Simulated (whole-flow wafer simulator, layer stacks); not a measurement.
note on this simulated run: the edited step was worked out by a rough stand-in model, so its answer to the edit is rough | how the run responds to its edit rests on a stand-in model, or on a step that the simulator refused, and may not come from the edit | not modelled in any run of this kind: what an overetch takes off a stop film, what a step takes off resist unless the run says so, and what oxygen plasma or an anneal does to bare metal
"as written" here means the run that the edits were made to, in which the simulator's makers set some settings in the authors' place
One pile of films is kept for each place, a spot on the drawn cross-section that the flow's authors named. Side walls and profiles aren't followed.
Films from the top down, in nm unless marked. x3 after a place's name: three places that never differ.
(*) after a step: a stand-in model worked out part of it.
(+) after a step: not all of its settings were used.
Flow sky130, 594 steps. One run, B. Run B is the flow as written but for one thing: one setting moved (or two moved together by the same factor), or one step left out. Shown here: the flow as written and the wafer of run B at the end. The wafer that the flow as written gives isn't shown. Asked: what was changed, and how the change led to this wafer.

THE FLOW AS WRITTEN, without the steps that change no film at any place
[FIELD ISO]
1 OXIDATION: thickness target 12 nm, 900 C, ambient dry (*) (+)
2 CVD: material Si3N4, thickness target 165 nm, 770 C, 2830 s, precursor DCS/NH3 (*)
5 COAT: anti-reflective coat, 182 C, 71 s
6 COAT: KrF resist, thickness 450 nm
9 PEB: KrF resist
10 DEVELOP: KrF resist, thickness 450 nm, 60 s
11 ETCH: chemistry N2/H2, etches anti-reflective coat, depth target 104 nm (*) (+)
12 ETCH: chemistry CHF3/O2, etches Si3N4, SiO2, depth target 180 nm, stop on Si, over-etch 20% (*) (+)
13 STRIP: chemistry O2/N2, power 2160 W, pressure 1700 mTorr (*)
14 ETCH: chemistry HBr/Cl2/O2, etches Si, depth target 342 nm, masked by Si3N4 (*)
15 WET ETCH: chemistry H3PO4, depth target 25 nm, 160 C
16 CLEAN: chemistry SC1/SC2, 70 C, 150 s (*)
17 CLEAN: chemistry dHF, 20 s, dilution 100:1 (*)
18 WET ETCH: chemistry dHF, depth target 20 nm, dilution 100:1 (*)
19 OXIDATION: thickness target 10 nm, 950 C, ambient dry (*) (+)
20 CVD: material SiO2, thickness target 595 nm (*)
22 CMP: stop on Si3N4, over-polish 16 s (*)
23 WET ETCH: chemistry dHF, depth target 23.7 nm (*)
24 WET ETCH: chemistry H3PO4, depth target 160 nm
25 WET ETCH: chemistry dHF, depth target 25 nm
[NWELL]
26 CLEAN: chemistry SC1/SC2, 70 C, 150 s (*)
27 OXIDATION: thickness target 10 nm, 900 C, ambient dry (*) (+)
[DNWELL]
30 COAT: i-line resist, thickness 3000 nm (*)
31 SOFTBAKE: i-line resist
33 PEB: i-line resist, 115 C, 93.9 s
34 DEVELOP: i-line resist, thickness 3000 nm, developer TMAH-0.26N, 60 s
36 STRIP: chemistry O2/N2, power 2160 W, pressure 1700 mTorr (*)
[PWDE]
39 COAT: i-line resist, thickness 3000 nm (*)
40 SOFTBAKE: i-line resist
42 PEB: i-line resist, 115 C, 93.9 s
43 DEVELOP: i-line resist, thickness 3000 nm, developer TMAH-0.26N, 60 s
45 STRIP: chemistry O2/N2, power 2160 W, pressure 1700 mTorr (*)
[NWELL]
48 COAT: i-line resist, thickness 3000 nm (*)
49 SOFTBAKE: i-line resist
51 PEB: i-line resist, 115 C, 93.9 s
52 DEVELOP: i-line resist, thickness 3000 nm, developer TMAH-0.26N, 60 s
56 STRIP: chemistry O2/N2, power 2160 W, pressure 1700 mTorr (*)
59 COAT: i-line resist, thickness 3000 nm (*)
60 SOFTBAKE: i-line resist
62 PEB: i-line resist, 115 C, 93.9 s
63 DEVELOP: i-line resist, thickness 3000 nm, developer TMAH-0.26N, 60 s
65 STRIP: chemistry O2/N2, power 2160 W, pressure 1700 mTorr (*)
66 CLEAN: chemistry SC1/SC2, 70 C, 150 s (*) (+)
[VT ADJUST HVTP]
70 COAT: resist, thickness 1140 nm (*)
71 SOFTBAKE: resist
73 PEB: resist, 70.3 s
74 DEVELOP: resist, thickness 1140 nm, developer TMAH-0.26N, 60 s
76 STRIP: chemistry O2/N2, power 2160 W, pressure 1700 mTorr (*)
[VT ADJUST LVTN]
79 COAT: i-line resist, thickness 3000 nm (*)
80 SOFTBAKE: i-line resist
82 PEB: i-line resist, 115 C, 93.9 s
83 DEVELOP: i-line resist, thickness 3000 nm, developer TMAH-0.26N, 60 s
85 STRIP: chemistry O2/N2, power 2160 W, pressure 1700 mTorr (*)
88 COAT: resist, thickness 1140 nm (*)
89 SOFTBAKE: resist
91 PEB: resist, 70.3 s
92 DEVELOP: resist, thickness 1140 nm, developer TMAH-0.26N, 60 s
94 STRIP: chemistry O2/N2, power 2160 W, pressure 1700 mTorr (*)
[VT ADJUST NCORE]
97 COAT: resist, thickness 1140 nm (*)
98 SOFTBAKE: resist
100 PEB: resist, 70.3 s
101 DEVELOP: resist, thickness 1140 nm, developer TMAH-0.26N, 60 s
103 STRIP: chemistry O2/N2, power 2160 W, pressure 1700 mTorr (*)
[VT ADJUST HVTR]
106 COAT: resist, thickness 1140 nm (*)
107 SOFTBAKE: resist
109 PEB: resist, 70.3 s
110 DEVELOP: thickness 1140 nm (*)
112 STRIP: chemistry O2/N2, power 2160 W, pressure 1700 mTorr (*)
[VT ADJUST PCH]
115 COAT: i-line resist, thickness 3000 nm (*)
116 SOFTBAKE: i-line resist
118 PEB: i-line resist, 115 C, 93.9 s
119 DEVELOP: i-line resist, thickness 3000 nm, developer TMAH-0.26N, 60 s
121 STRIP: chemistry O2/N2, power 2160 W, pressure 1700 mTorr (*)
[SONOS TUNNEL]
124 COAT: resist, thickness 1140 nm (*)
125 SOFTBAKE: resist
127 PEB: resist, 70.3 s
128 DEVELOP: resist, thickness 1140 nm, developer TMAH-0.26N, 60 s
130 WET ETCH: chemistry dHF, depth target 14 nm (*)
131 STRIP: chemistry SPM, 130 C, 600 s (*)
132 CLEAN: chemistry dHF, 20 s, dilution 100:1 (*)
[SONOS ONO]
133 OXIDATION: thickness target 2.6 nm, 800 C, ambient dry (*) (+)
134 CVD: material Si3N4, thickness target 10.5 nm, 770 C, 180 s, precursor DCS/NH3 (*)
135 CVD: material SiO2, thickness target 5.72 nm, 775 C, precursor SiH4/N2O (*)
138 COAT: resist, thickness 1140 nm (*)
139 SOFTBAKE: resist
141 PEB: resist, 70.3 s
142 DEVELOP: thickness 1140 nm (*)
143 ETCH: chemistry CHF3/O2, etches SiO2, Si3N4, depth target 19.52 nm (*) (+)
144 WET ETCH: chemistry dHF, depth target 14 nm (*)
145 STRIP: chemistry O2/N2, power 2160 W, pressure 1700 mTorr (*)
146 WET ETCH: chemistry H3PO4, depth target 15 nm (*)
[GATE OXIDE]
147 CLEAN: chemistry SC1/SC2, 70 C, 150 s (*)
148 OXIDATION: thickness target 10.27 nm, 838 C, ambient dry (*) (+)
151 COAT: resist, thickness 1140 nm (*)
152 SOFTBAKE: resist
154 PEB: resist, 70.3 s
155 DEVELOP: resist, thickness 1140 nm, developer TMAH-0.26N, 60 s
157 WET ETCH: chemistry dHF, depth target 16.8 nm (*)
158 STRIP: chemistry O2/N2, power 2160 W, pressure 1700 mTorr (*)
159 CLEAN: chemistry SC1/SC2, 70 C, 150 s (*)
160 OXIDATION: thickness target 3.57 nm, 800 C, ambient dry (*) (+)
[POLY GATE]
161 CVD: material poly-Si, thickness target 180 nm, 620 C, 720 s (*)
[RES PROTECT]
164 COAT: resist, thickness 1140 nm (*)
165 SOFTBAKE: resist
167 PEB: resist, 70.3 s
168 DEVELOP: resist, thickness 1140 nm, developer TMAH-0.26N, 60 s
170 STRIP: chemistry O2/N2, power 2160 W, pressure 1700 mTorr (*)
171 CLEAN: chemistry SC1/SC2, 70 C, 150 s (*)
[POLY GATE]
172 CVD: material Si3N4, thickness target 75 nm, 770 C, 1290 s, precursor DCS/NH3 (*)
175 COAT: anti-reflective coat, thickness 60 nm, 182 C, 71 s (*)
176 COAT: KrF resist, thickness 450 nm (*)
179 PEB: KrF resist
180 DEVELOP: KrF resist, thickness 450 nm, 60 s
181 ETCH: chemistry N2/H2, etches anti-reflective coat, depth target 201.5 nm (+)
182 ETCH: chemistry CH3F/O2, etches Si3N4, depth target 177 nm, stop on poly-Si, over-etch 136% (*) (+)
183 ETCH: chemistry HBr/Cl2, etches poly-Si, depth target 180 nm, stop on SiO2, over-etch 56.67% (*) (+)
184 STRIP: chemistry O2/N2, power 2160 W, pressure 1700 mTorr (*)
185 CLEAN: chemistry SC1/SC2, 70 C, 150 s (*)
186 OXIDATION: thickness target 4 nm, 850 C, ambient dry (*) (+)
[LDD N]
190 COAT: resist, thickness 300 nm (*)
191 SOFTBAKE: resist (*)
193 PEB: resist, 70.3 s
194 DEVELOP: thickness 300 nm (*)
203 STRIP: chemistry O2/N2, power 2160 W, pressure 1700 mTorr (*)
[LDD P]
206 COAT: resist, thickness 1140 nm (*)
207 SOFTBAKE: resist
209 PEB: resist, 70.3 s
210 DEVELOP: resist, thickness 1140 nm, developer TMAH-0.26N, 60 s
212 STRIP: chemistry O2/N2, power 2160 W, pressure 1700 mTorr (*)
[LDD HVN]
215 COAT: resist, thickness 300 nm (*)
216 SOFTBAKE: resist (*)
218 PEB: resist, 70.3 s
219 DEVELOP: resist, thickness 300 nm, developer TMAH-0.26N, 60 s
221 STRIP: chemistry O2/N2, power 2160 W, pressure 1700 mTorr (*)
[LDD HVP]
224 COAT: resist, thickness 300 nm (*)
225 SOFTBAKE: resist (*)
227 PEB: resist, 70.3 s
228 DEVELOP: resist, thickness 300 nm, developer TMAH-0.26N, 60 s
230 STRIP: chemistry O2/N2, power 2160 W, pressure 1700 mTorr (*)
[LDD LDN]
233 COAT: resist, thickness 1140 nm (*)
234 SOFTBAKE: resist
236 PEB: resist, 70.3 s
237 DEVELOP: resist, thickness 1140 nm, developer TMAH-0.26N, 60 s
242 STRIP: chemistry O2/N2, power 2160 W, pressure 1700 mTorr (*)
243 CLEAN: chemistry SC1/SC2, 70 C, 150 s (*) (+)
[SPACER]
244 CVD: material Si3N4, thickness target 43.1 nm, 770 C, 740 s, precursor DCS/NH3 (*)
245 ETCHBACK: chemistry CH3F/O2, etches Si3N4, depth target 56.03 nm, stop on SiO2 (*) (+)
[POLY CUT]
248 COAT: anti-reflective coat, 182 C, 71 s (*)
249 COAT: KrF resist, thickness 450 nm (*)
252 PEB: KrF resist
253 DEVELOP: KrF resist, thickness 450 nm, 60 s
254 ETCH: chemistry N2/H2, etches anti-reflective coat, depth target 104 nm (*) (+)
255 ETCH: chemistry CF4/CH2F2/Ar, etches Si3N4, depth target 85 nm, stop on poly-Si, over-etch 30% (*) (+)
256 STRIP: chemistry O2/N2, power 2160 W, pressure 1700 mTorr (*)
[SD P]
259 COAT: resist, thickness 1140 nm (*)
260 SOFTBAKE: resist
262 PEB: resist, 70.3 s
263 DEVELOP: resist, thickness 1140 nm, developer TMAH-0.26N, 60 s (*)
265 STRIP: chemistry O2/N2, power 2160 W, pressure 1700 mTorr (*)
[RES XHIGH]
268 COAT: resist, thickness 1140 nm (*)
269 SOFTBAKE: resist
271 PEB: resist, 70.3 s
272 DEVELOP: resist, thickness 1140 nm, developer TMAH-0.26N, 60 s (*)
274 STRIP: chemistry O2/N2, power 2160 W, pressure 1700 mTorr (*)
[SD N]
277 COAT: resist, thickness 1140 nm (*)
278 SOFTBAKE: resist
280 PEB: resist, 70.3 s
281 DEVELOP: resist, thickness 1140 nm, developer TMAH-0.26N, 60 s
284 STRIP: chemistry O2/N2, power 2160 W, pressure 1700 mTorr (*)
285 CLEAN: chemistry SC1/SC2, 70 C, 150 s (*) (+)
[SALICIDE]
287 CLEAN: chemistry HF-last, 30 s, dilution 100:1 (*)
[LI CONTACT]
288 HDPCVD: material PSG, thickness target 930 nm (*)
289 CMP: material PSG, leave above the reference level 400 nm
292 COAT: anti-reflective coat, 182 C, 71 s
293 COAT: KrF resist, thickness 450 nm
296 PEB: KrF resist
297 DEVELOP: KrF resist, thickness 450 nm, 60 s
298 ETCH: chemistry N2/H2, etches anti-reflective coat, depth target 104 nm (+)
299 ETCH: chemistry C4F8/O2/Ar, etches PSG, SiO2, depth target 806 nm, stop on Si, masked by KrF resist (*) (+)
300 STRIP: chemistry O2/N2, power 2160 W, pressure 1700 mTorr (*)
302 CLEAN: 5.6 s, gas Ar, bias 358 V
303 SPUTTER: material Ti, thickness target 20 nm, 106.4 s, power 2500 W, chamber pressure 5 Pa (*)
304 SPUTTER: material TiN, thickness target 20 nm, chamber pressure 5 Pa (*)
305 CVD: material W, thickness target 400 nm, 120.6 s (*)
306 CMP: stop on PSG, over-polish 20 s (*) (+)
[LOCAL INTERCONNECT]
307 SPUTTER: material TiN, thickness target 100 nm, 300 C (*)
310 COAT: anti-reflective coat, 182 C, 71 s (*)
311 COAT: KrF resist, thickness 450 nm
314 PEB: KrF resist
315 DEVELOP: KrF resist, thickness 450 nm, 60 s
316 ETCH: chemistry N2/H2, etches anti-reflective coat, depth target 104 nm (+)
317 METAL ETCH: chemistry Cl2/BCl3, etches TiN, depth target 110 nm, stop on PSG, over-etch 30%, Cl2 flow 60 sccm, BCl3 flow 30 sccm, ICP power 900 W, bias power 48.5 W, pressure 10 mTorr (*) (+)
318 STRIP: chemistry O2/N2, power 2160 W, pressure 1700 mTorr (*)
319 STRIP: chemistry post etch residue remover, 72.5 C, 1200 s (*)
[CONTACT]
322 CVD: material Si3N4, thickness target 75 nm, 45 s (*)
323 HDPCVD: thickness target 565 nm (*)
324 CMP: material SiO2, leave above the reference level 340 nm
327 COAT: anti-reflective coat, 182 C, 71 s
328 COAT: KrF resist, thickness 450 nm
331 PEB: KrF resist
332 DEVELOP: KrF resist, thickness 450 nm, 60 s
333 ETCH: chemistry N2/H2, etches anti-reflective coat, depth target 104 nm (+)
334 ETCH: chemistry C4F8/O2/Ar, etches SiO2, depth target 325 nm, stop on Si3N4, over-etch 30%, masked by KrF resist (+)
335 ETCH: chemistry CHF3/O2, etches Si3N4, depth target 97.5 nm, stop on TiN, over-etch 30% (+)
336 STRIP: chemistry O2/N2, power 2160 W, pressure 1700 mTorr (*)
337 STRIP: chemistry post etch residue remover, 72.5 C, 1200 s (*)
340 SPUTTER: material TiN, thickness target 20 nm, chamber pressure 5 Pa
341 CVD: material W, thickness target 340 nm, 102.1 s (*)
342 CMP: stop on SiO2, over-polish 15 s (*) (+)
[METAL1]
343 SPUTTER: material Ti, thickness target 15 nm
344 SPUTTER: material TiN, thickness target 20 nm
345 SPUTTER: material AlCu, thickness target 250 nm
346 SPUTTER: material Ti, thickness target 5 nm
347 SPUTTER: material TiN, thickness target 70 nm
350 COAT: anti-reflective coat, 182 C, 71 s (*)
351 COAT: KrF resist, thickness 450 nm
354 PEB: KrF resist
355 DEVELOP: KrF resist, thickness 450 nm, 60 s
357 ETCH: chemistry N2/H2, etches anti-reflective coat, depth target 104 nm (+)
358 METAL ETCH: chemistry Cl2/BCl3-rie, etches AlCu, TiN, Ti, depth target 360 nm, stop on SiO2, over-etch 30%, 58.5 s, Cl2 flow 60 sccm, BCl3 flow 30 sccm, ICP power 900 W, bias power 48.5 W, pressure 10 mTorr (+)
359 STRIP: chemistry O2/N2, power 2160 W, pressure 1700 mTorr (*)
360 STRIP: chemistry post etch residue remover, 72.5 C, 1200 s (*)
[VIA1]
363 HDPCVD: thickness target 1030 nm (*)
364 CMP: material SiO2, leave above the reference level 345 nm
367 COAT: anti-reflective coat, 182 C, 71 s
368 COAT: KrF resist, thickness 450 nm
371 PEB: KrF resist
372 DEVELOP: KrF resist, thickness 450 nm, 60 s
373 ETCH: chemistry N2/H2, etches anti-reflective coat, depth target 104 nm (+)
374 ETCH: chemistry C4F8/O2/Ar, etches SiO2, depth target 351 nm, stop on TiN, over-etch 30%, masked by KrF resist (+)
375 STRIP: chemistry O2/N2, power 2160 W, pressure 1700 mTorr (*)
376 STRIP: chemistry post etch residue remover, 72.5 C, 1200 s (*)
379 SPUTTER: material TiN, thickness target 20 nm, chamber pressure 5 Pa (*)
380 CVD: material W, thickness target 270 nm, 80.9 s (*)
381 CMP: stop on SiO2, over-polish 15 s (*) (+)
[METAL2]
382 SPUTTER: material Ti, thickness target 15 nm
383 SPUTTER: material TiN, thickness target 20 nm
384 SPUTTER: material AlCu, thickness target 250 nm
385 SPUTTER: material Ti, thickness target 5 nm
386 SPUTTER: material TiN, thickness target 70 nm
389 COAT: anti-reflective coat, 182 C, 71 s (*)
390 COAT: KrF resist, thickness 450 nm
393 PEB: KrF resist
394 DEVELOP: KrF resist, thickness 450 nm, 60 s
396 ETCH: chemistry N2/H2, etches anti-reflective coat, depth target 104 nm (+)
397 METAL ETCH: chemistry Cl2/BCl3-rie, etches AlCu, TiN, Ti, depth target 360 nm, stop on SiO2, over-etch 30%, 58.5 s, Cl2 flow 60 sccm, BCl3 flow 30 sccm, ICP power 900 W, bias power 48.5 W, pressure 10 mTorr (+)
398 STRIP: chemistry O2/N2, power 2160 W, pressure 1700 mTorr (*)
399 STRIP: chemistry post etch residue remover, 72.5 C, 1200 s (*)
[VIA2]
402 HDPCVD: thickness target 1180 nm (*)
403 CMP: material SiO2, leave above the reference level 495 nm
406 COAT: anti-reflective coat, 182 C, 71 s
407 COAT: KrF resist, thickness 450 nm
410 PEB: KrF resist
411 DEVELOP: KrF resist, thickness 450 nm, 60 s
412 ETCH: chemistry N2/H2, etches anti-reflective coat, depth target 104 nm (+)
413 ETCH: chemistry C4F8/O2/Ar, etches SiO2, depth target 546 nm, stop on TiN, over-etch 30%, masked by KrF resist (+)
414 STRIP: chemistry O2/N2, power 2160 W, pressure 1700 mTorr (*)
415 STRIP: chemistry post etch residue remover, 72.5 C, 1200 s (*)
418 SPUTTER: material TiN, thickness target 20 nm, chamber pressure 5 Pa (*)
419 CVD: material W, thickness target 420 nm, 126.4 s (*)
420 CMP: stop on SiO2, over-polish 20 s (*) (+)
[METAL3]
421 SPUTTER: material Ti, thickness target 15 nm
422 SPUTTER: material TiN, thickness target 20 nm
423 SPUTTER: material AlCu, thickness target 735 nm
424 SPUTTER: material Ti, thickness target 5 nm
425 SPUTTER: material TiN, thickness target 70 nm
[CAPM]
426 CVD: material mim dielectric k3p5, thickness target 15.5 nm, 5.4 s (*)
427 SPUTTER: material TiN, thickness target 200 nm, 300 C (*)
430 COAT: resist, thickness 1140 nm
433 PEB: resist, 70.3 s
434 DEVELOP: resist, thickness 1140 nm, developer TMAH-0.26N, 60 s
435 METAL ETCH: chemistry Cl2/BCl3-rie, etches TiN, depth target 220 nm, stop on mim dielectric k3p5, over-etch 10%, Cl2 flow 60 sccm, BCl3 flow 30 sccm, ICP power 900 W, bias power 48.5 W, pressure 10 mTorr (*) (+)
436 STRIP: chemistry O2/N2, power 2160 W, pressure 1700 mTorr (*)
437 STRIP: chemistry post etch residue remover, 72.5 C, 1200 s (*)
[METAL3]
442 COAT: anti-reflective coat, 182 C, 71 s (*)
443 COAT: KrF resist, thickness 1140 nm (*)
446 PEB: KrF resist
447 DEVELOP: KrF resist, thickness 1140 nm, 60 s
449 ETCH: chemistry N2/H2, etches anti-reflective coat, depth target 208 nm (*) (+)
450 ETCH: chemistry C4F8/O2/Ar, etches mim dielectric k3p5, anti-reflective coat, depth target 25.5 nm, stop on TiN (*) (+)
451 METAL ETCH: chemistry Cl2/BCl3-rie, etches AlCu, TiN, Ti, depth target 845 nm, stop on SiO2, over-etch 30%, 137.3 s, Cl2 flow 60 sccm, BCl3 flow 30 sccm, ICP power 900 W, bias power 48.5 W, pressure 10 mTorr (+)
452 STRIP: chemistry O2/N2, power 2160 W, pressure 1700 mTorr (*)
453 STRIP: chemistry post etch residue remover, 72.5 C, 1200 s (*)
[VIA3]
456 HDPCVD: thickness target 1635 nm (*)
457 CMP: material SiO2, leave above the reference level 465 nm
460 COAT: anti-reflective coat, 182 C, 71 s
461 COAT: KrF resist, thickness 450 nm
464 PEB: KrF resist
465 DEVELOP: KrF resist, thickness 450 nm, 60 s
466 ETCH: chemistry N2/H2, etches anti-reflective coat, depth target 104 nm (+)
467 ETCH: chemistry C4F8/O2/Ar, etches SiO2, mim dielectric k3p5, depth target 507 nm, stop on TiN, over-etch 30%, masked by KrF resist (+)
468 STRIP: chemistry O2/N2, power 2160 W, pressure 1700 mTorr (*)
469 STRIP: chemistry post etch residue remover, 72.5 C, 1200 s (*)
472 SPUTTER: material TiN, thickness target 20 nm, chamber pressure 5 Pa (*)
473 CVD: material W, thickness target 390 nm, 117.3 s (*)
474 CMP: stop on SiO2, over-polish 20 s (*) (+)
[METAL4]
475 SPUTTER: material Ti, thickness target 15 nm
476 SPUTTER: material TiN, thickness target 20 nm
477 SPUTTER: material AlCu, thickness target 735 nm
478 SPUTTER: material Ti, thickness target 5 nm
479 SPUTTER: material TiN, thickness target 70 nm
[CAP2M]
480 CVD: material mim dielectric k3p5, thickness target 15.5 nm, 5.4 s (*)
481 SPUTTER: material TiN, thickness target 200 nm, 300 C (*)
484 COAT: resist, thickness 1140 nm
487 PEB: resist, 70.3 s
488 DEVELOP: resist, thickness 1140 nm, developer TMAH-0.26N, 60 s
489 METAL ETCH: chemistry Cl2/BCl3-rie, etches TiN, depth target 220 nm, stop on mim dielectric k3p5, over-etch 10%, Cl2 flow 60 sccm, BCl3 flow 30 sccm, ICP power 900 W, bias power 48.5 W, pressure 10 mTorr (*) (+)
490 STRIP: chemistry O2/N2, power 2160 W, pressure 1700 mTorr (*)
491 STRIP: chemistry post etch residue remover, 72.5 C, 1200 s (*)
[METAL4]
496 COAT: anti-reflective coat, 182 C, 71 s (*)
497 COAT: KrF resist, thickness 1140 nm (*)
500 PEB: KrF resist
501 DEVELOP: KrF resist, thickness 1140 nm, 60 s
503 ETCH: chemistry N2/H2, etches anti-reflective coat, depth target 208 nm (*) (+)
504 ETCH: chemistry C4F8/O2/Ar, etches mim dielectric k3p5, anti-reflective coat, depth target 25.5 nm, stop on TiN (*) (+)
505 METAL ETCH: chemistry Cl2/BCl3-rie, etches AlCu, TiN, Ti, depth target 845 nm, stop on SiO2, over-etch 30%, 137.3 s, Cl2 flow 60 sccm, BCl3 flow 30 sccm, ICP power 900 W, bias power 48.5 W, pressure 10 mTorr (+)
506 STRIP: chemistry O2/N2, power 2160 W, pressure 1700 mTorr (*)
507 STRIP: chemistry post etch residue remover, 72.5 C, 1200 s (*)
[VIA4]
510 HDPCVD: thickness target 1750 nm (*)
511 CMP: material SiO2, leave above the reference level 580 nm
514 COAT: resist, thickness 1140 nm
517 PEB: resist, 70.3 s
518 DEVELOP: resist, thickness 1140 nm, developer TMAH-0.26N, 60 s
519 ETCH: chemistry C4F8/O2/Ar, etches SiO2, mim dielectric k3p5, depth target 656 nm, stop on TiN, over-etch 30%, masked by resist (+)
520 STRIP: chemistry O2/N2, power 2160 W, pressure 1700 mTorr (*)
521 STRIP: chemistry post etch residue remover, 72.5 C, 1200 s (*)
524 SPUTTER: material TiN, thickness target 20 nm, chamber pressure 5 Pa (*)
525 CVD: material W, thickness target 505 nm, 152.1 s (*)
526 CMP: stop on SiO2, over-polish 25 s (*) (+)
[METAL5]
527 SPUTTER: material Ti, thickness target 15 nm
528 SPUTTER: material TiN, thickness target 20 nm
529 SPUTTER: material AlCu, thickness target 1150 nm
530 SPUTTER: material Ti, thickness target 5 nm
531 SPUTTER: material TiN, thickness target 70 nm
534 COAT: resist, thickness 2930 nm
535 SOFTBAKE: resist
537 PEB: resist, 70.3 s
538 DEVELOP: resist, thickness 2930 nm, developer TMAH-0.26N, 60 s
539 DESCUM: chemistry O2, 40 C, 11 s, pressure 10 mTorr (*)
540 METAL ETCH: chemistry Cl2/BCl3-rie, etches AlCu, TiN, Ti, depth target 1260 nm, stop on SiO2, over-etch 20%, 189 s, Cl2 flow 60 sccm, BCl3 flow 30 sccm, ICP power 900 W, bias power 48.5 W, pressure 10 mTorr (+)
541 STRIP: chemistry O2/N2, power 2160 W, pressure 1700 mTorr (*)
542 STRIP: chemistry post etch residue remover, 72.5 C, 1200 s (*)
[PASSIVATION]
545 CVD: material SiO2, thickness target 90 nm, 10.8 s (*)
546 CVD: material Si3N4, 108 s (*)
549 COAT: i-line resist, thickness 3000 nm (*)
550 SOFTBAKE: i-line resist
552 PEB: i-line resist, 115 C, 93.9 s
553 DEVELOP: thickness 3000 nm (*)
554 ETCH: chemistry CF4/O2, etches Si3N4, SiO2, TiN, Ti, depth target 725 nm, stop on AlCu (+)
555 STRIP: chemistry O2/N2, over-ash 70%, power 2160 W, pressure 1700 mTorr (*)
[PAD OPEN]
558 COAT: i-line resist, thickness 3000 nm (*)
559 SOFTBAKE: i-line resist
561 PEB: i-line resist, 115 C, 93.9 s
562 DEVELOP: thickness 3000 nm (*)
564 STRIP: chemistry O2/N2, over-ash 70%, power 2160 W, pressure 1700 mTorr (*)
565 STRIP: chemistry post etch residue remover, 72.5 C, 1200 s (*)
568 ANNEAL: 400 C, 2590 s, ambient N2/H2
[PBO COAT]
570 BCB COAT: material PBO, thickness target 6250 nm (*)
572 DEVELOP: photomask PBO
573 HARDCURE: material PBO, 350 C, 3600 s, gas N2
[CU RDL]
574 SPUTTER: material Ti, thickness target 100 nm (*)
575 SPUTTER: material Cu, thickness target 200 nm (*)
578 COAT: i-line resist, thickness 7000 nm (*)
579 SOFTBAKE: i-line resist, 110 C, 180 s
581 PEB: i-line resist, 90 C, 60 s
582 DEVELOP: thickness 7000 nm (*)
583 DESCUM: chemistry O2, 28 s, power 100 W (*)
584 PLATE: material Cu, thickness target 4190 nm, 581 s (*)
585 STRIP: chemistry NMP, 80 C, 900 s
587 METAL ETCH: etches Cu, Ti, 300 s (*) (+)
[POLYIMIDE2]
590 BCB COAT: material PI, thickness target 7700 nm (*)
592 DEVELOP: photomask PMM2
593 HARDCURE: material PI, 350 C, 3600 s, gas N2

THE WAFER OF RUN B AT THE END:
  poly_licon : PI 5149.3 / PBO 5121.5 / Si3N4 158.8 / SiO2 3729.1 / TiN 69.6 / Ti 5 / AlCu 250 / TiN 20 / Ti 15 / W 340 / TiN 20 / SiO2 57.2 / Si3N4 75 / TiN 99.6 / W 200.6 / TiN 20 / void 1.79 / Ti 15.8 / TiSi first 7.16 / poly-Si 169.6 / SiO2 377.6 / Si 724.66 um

The cause: step 305, CVD: thickness target 200 nm was run, where the flow has thickness target 400 nm; step 305, CVD: 60.28 s was run, where the flow has 120.6 s.

How the change led to this, step by step:
  305 CVD: material W, thickness target 400 nm, 120.6 s (*)
      field, active, n_well and 185 more: W +200.6 (new film) (as written it would be: W +400 (new film))
      ndiff_licon: W +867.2 (new film) (as written it would be: W +1066.5 (new film))
      (and at 2 more places)
  306 CMP: stop on PSG, over-polish 20 s (*) (+)
      poly_licon: nothing (as written it would be: W -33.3)
      field, active, n_well and 184 more: W -200.6 (all of it), TiN -20 (all of it), Ti -20 (all of it), PSG -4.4 (as written it would be: W -400 (all of it), TiN -20 (all of it), Ti -20 (all of it), PSG -4.4)
      (and at 3 more places)
  310 COAT: anti-reflective coat, 182 C, 71 s (*)
      poly_licon: anti-reflective coat +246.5 (new film) (as written it would be: anti-reflective coat +80.5 (new film))
  318 STRIP: chemistry O2/N2, power 2160 W, pressure 1700 mTorr (*)
      poly_licon: KrF resist -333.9 (all of it), anti-reflective coat -246.5 (all of it) (as written it would be: KrF resist -333.9 (all of it), anti-reflective coat -80.5 (all of it))
  324 CMP: material SiO2, leave above the reference level 340 nm
      poly_licon: SiO2 -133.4 (as written it would be: SiO2 -299.5)
  334 ETCH: chemistry C4F8/O2/Ar, etches SiO2, depth target 325 nm, stop on Si3N4, over-etch 30%, masked by KrF resist (+)
      poly_licon: SiO2 -325 (as written it would be: SiO2 -264.9 (all of it))
  335 ETCH: chemistry CHF3/O2, etches Si3N4, depth target 97.5 nm, stop on TiN, over-etch 30% (+)
      poly_licon: SiO2 -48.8 (as written it would be: Si3N4 -75 (all of it))
  340 SPUTTER: material TiN, thickness target 20 nm, chamber pressure 5 Pa
      poly_licon: TiN +20 (new film) (as written it would be: TiN +20)
  342 CMP: stop on SiO2, over-polish 15 s (*) (+)
      poly_licon: nothing (as written it would be: W -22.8)
  350 COAT: anti-reflective coat, 182 C, 71 s (*)
      poly_licon: anti-reflective coat +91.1 (new film) (as written it would be: anti-reflective coat +80.5 (new film))
  359 STRIP: chemistry O2/N2, power 2160 W, pressure 1700 mTorr (*)
      poly_licon: KrF resist -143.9 (all of it), anti-reflective coat -91.1 (all of it) (as written it would be: KrF resist -143.9 (all of it), anti-reflective coat -80.5 (all of it))
Counting metal films that touch as one body, poly_licon has 3 bodies (between them, from the top down: SiO2 57.2 / Si3N4 75; void 1.79); the flow as written gives 2 bodies (between them, from the top down: void 1.79).
